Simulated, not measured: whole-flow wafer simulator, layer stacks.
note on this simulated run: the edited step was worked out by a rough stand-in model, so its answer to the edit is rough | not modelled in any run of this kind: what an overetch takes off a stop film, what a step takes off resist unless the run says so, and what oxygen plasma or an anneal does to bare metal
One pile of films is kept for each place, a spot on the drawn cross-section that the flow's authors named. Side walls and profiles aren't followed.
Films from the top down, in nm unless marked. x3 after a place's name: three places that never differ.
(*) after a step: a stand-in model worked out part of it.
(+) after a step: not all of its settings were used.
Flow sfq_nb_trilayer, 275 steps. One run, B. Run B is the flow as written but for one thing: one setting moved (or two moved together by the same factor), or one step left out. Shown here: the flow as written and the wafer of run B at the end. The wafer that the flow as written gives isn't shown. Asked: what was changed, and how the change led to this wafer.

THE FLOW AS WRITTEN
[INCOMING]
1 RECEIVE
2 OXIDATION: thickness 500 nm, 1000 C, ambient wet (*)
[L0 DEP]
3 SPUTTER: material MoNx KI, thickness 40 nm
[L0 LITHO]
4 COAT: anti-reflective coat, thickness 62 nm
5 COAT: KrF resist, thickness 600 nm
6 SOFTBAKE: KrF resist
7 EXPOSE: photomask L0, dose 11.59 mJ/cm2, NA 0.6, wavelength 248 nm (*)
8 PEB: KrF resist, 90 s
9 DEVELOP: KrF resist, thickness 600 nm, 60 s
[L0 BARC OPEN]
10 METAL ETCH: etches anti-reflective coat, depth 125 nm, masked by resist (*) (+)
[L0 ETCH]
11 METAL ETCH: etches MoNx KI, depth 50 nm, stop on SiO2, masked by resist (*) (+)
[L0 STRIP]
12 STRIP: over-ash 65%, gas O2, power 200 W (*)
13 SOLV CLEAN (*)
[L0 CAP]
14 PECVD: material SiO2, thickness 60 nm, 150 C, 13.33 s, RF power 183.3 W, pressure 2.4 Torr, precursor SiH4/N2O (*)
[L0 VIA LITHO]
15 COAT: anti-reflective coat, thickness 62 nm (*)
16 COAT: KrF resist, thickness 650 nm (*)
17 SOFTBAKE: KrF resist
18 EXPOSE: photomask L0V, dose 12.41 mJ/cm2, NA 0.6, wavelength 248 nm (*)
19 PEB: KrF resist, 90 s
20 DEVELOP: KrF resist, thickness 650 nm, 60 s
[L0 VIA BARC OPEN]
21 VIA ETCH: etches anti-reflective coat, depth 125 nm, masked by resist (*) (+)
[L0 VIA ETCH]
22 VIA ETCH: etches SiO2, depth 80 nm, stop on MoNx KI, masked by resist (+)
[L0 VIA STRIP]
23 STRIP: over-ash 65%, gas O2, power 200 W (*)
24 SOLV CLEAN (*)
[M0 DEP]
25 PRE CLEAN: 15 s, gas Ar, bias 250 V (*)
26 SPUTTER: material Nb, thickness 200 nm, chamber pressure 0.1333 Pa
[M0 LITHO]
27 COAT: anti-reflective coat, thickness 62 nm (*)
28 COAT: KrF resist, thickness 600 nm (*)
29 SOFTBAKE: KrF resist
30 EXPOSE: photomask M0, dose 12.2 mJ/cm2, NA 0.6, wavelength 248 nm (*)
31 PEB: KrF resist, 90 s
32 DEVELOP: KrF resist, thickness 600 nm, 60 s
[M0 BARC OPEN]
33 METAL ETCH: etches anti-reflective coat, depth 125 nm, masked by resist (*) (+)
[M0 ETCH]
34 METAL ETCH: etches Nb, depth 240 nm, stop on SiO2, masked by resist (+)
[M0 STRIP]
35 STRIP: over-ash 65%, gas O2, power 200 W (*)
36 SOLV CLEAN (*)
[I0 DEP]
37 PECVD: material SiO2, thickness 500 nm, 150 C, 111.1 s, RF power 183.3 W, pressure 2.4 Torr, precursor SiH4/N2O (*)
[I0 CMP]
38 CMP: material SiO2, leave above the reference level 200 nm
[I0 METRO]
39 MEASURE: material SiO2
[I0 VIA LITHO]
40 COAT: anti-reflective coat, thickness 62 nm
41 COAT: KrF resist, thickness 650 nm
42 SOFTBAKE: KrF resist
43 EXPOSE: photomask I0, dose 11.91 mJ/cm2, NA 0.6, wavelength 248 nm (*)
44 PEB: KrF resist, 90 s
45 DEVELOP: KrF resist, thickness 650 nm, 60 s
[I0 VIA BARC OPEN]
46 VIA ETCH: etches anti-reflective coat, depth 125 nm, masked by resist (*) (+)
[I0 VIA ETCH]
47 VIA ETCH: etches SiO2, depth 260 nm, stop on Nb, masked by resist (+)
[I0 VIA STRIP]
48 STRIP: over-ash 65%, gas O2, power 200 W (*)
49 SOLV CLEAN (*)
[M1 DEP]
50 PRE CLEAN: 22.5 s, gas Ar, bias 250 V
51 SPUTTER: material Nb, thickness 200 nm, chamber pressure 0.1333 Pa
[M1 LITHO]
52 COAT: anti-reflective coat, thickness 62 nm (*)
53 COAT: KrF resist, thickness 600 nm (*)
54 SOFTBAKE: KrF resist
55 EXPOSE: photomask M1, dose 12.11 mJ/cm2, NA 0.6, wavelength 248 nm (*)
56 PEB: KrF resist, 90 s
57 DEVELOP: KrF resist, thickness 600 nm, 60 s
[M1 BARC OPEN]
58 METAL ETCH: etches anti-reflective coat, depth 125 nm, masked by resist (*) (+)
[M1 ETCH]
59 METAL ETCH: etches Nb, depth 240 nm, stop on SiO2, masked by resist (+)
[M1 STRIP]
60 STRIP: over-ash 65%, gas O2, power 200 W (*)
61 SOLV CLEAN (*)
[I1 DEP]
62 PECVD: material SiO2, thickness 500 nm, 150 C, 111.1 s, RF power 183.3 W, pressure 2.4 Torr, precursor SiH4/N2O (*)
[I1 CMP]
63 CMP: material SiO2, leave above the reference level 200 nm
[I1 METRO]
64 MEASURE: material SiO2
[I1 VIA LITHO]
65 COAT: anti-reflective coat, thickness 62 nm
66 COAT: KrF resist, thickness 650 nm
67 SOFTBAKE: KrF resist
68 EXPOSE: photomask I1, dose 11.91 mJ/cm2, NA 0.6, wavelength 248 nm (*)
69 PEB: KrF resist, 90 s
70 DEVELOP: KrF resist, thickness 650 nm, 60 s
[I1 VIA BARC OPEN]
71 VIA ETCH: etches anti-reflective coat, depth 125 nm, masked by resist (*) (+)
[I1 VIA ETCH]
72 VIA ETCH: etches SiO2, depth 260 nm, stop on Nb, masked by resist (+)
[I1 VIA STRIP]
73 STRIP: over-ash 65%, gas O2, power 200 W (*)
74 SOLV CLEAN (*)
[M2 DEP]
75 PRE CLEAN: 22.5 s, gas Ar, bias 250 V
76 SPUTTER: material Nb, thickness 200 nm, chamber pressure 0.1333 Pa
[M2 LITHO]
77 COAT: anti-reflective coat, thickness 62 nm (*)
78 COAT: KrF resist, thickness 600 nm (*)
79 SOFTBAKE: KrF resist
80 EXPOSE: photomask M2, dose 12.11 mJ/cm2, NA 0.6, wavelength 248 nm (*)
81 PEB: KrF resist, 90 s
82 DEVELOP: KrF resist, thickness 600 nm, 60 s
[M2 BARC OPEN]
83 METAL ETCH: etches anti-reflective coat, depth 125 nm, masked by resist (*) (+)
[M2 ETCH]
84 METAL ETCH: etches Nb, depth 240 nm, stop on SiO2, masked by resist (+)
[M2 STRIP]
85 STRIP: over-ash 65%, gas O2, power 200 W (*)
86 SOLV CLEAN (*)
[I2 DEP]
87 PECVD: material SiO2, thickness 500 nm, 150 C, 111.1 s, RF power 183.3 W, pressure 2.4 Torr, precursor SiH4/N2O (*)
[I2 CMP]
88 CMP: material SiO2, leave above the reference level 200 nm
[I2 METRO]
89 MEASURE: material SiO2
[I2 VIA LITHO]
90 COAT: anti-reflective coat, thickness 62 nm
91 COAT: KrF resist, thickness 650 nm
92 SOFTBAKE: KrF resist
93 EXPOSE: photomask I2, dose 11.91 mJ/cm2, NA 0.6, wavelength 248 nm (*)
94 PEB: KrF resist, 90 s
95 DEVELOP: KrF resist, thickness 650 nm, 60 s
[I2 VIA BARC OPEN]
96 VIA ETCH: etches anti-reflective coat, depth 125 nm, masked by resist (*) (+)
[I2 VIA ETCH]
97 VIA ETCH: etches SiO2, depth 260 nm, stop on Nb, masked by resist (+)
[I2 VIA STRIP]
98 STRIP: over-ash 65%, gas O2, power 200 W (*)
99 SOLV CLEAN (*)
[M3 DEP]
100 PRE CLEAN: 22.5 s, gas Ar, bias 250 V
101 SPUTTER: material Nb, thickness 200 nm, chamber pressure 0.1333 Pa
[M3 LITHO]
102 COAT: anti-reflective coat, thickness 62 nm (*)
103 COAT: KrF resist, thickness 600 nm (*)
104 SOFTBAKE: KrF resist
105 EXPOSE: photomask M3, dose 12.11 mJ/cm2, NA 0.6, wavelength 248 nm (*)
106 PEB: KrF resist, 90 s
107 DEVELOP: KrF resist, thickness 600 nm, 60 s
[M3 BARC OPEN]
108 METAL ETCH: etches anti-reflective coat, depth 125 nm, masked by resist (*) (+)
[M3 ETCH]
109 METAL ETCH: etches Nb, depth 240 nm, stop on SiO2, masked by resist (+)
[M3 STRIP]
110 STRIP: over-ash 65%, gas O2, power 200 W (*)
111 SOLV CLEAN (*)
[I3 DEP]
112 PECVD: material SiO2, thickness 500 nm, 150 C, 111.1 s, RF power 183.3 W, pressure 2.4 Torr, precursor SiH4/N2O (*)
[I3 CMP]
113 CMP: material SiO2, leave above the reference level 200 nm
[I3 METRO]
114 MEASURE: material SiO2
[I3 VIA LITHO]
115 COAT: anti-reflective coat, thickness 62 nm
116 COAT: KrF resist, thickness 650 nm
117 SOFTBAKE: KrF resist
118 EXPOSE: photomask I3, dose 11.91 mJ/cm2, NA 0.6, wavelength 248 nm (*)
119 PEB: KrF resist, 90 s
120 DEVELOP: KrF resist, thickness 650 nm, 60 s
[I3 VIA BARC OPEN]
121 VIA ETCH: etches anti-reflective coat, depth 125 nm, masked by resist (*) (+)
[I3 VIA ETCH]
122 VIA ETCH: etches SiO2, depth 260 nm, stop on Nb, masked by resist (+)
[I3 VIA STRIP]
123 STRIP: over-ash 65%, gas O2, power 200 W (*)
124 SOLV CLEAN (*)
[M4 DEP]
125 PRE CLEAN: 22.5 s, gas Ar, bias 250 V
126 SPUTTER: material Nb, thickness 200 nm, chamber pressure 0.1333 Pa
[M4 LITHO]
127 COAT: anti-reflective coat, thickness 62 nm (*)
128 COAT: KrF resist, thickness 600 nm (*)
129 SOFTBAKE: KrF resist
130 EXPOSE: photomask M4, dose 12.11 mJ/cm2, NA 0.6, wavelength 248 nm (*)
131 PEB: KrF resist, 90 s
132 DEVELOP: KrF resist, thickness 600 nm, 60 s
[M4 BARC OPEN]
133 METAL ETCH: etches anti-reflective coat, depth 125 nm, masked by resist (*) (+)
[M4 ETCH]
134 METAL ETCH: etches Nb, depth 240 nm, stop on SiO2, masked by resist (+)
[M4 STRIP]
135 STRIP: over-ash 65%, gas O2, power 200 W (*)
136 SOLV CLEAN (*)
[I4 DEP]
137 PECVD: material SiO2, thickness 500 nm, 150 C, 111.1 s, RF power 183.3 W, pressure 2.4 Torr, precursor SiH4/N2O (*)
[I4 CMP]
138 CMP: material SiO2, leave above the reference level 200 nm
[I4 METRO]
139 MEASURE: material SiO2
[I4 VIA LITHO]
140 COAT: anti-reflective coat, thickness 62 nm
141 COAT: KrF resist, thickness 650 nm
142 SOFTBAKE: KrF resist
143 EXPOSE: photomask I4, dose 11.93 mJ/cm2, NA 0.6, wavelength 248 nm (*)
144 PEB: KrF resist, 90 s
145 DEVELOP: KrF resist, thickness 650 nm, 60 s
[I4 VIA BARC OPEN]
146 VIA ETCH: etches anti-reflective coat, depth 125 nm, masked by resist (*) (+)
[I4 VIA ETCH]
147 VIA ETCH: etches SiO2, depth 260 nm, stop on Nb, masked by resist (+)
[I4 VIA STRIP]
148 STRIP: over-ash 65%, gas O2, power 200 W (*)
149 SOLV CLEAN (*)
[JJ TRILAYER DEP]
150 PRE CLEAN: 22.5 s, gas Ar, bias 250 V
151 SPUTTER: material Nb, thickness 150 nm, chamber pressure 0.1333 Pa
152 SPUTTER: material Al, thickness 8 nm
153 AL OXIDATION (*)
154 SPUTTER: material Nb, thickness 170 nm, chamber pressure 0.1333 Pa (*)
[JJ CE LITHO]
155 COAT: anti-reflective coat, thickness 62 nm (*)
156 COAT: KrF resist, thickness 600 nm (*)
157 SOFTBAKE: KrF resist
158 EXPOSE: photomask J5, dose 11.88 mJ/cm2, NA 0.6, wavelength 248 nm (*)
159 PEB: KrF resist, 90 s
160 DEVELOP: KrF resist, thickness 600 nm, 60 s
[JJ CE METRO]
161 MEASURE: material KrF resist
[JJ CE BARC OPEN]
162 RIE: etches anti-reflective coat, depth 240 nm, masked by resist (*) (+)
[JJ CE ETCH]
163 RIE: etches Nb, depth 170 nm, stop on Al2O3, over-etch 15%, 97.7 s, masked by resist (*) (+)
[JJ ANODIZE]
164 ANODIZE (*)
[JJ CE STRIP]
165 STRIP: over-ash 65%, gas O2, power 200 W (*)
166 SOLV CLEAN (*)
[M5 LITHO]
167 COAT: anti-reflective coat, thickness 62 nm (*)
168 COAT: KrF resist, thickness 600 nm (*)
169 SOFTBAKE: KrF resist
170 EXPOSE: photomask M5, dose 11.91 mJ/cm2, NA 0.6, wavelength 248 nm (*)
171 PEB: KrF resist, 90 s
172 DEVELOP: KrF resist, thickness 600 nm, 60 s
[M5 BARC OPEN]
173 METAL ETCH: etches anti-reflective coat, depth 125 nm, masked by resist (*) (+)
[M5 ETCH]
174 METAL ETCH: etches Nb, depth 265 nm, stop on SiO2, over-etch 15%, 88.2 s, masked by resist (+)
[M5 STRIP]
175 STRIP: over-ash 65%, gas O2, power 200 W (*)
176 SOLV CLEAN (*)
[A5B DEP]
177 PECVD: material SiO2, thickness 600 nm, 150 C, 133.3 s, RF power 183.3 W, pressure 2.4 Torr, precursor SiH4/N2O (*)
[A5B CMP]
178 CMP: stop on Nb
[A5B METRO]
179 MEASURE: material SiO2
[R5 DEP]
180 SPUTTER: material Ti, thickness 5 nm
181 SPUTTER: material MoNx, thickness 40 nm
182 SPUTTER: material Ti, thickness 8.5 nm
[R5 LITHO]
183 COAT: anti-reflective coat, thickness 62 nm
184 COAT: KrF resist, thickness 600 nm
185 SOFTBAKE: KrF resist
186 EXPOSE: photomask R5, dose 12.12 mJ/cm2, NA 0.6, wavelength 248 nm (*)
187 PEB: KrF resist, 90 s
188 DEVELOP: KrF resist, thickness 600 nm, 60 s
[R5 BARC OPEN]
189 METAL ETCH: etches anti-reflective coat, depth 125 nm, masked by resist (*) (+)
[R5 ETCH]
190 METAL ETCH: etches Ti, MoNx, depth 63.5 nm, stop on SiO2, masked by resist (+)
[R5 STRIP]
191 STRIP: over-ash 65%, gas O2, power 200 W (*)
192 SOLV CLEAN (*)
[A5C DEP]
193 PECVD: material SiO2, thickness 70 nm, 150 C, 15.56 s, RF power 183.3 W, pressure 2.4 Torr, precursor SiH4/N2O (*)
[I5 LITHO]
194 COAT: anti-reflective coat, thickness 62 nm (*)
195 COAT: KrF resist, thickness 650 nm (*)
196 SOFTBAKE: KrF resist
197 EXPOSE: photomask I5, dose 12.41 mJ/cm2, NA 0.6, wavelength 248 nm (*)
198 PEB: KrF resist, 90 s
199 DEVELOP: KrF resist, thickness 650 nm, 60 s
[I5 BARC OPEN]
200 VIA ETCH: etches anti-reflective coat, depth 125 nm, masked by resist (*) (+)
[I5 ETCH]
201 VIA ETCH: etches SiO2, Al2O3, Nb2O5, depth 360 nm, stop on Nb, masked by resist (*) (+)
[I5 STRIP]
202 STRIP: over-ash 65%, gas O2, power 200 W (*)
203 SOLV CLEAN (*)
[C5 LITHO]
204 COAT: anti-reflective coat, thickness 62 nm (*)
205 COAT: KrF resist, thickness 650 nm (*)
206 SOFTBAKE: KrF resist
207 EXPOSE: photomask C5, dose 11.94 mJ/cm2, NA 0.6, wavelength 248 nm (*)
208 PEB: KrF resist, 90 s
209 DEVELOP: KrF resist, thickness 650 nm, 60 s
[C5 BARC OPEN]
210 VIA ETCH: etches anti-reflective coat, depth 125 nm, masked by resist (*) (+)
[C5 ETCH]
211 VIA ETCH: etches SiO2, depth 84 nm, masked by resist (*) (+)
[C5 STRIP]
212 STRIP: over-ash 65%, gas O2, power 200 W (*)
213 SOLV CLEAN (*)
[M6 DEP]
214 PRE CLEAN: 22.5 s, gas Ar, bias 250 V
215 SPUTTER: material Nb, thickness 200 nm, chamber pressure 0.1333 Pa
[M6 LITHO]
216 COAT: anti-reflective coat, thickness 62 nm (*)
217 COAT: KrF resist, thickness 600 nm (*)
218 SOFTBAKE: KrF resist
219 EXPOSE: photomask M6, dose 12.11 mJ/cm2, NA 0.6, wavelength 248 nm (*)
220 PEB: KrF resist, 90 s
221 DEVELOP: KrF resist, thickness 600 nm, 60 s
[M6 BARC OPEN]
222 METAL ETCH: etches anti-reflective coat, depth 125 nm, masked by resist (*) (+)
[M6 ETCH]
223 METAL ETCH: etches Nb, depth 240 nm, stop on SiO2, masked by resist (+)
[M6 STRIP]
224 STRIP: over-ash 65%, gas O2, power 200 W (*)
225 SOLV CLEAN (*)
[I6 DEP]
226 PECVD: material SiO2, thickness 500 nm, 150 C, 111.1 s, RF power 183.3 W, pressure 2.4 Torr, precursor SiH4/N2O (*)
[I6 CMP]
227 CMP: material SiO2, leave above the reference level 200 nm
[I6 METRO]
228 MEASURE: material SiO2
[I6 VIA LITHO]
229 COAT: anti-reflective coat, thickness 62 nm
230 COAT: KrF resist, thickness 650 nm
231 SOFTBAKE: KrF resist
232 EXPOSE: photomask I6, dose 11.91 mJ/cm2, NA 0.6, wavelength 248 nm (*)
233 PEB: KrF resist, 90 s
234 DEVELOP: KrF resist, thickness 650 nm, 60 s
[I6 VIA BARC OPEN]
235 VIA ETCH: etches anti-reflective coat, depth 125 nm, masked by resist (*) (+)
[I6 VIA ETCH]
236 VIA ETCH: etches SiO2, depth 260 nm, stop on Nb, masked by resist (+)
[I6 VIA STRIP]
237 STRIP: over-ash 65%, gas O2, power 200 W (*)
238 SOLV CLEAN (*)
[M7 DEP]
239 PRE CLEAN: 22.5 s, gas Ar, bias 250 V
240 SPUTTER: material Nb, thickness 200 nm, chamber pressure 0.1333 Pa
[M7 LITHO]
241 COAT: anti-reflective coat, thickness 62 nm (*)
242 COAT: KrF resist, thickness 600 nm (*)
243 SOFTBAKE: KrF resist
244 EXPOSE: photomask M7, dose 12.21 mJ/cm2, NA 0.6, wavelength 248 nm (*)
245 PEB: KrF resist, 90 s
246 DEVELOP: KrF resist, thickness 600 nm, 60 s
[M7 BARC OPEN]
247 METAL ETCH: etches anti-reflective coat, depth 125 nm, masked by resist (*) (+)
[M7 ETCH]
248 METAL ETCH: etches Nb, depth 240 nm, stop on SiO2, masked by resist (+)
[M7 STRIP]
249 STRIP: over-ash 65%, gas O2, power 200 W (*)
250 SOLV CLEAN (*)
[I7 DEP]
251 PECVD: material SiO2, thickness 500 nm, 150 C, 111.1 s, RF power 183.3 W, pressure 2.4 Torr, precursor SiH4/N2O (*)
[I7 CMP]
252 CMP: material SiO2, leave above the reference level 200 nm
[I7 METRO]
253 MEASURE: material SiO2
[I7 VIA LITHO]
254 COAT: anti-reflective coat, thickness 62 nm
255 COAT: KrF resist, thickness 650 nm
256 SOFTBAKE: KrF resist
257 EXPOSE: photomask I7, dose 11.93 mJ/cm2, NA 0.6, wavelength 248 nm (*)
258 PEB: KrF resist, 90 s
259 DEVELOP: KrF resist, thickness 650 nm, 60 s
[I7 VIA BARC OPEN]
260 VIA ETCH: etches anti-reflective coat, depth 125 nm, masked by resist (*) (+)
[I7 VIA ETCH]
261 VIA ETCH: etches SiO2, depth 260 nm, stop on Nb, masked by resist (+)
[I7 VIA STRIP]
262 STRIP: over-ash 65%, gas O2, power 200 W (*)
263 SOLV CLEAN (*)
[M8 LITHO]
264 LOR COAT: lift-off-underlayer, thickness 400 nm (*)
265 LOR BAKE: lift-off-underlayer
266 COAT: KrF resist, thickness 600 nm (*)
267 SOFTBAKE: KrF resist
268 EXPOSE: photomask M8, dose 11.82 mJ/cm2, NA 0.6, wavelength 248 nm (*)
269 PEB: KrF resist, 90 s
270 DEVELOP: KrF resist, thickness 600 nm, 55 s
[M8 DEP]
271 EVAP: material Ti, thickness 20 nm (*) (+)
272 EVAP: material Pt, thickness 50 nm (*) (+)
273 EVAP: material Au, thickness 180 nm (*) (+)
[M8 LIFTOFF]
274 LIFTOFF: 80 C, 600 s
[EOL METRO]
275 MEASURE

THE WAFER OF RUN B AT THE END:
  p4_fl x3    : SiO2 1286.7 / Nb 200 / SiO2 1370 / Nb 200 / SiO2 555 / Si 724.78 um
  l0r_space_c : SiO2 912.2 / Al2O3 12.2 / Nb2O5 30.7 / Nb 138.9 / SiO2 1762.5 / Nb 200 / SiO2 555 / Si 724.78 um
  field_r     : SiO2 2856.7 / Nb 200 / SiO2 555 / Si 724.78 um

The cause: step 154, SPUTTER: thickness 80.8 nm was run, where the flow has thickness 170 nm.

How the change led to this, step by step:
  154 SPUTTER: material Nb, thickness 170 nm, chamber pressure 0.1333 Pa (*)
      field_l, v_sur, via_sp and 100 more: Nb +80.8 (new film) (as written it would be: Nb +170 (new film))
      via_wl, via_wr: Nb +66.7 (new film) (as written it would be: Nb +140.7 (new film))
      (and at 1 more place)
  155 COAT: anti-reflective coat, thickness 62 nm (*)
      via_wl, via_wr: anti-reflective coat +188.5 (new film) (as written it would be: anti-reflective coat +209.4 (new film))
      via_w: anti-reflective coat +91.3 (new film) (as written it would be: anti-reflective coat +97.4 (new film))
  162 RIE: etches anti-reflective coat, depth 240 nm, masked by resist (*) (+)
      ce_l, c5j, ce_r, wl_jj: KrF resist -188.5 (as written it would be: KrF resist -209.4)
      via_wl, via_wr: anti-reflective coat -188.5 (all of it) (as written it would be: anti-reflective coat -209.4 (all of it))
      (and at 1 more place)
  163 RIE: etches Nb, depth 170 nm, stop on Al2O3, over-etch 15%, 97.7 s, masked by resist (*) (+)
      field_l, v_sur, via_sp and 96 more: Nb -80.8 (all of it), Al2O3 -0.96 (all of it) (as written it would be: Nb -170 (all of it), Al2O3 -0.51)
      via_wl, via_wr: Nb -66.7 (all of it), Al2O3 -0.96 (all of it) (as written it would be: Nb -140.7 (all of it), Al2O3 -0.96 (all of it))
      (and at 1 more place)
  164 ANODIZE (*)
      field_l, v_sur, via_sp and 96 more: Al2O3 +12.2 (new film), Nb2O5 +30.7 (new film), Al -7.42 (all of it), Nb -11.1 (as written it would be: Al2O3 +12.2, Nb2O5 +29.9 (new film), Al -7.42 (all of it), Nb -10.8)
  165 STRIP: over-ash 65%, gas O2, power 200 W (*)
      c5j, ce_r: KrF resist -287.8 (all of it), anti-reflective coat -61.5 (all of it) (as written it would be: KrF resist -266.9 (all of it), anti-reflective coat -61.5 (all of it))
      ce_l: KrF resist -287.7 (all of it), anti-reflective coat -61.5 (all of it) (as written it would be: KrF resist -266.8 (all of it), anti-reflective coat -61.4 (all of it))
      (and at 1 more place)
  167 COAT: anti-reflective coat, thickness 62 nm (*)
      wl_j_sl, wl_j_sr: anti-reflective coat +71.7 (new film) (as written it would be: anti-reflective coat +83.3 (new film))
      gap: anti-reflective coat +61.3 (new film) (as written it would be: anti-reflective coat +58.9 (new film))
      (and at 8 more places)
  168 COAT: KrF resist, thickness 600 nm (*)
      ce_l: KrF resist +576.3 (new film) (as written it would be: KrF resist +528.3 (new film))
      c5j: KrF resist +564.7 (new film) (as written it would be: KrF resist +507.6 (new film))
      (and at 2 more places)
  173 METAL ETCH: etches anti-reflective coat, depth 125 nm, masked by resist (*) (+)
      wl_a_sl: anti-reflective coat -62 (all of it) (as written it would be: anti-reflective coat -59.7 (all of it), Al2O3 -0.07)
  174 METAL ETCH: etches Nb, depth 265 nm, stop on SiO2, over-etch 15%, 88.2 s, masked by resist (+)
      field_l, r_sur, res and 50 more: Al2O3 -12.2 (all of it), Nb2O5 -30.7 (all of it), Nb -138.9 (all of it), SiO2 -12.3 (as written it would be: Al2O3 -12.6 (all of it), Nb2O5 -29.9 (all of it), Nb -139.2 (all of it), SiO2 -12.3)
  175 STRIP: over-ash 65%, gas O2, power 200 W (*)
      wl_j_sl, wl_j_sr: KrF resist -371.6 (all of it), anti-reflective coat -71.7 (all of it) (as written it would be: KrF resist -378 (all of it), anti-reflective coat -83.3 (all of it))
      gap: KrF resist -373.5 (all of it), anti-reflective coat -61.3 (all of it) (as written it would be: KrF resist -383.4 (all of it), anti-reflective coat -58.9 (all of it))
      (and at 7 more places)
  178 CMP: stop on Nb
      v_sur, via_sp, via_v and 43 more: SiO2 -542.8 (as written it would be: SiO2 -453.5)
      field_l, p4_fl x3, p4_w1 x9 and 29 more: SiO2 -348.5 (as written it would be: SiO2 -259.3)
      (and at 14 more places)
  201 VIA ETCH: etches SiO2, Al2O3, Nb2O5, depth 360 nm, stop on Nb, masked by resist (*) (+)
      be: SiO2 -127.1 (all of it), Al2O3 -12.2 (all of it), Nb2O5 -30.7 (all of it) (as written it would be: SiO2 -216.4 (all of it), Al2O3 -12.7 (all of it), Nb2O5 -29.9 (all of it))
  204 COAT: anti-reflective coat, thickness 62 nm (*)
      wire: anti-reflective coat +50 (new film) (as written it would be: anti-reflective coat +47.4 (new film))
      be: anti-reflective coat +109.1 (new film) (as written it would be: anti-reflective coat +122.2 (new film))
      (and at 1 more place)
  205 COAT: KrF resist, thickness 650 nm (*)
      be: KrF resist +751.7 (new film) (as written it would be: KrF resist +815.3 (new film))
  212 STRIP: over-ash 65%, gas O2, power 200 W (*)
      wire: KrF resist -560.9 (all of it), anti-reflective coat -50 (all of it) (as written it would be: KrF resist -555.8 (all of it), anti-reflective coat -47.4 (all of it))
      be: KrF resist -664.5 (all of it), anti-reflective coat -109.1 (all of it) (as written it would be: KrF resist -728.2 (all of it), anti-reflective coat -122.2 (all of it))
      (and at 1 more place)
  ... 4 more steps ...
  226 PECVD: material SiO2, thickness 500 nm, 150 C, 111.1 s, RF power 183.3 W, pressure 2.4 Torr, precursor SiH4/N2O (*)
      be: SiO2 +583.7 (new film) (as written it would be: SiO2 +693.5 (new film))
